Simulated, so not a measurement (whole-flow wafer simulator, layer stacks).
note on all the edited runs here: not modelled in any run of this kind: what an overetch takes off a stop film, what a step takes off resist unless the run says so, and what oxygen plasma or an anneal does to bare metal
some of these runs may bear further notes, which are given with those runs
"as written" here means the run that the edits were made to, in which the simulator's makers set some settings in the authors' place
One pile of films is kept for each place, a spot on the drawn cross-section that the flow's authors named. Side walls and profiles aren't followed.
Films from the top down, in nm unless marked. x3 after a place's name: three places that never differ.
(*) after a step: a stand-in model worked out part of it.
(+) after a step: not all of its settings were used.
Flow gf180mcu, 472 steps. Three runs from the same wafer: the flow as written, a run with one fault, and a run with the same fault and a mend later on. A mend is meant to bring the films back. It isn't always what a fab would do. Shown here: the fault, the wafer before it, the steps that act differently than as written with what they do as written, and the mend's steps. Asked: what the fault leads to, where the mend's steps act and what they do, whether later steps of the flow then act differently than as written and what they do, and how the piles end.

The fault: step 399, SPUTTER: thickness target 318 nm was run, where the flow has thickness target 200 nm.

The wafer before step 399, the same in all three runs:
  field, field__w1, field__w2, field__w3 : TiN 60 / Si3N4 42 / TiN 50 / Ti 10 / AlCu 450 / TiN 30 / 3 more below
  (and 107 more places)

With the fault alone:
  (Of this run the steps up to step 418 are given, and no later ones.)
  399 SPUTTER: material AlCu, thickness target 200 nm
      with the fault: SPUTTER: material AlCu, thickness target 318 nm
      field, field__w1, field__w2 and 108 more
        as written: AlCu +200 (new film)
        with the fault: AlCu +318 (new film)
  Later steps of the flow that act differently than as written (2 more steps differ only slightly, by at most 2% or 0.5 nm, whichever is larger, and aren't shown):
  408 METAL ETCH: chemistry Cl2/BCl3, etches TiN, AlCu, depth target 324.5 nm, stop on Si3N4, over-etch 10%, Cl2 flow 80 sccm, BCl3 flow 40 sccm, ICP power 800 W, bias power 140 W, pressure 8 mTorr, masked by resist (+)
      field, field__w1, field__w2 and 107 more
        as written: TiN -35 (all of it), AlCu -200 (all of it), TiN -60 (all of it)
        with the fault: TiN -35 (all of it), AlCu -289.5
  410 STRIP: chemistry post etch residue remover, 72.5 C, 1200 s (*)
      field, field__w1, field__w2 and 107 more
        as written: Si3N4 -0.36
        with the fault: AlCu -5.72
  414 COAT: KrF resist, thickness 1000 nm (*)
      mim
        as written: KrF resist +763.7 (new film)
        with the fault: KrF resist +737.4 (new film)
  After step 418 the piles differ from the flow's by more than 2% or 0.5 nm, whichever is larger, at field, field__w1, field__w2 and 109 more.
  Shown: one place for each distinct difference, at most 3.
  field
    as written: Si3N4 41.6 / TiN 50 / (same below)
    with the fault: AlCu 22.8 / TiN 60 / Si3N4 42 / TiN 50 / (same below)
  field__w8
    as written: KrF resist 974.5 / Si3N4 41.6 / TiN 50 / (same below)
    with the fault: KrF resist 974.5 / AlCu 22.8 / TiN 60 / Si3N4 42 / TiN 50 / (same below)
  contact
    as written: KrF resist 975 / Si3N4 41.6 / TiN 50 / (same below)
    with the fault: KrF resist 975 / AlCu 22.8 / TiN 60 / Si3N4 42 / TiN 50 / (same below)

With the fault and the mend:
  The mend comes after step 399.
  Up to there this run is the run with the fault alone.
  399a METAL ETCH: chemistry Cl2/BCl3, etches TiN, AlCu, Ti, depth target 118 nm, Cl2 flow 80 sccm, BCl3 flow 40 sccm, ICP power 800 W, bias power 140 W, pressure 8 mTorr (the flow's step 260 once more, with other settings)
      field, field__w1, field__w2 and 108 more
        AlCu -118
  No later step of the flow acts differently than as written at any place that is followed.
  At the end the piles are the same as the flow's at every place that both follow.
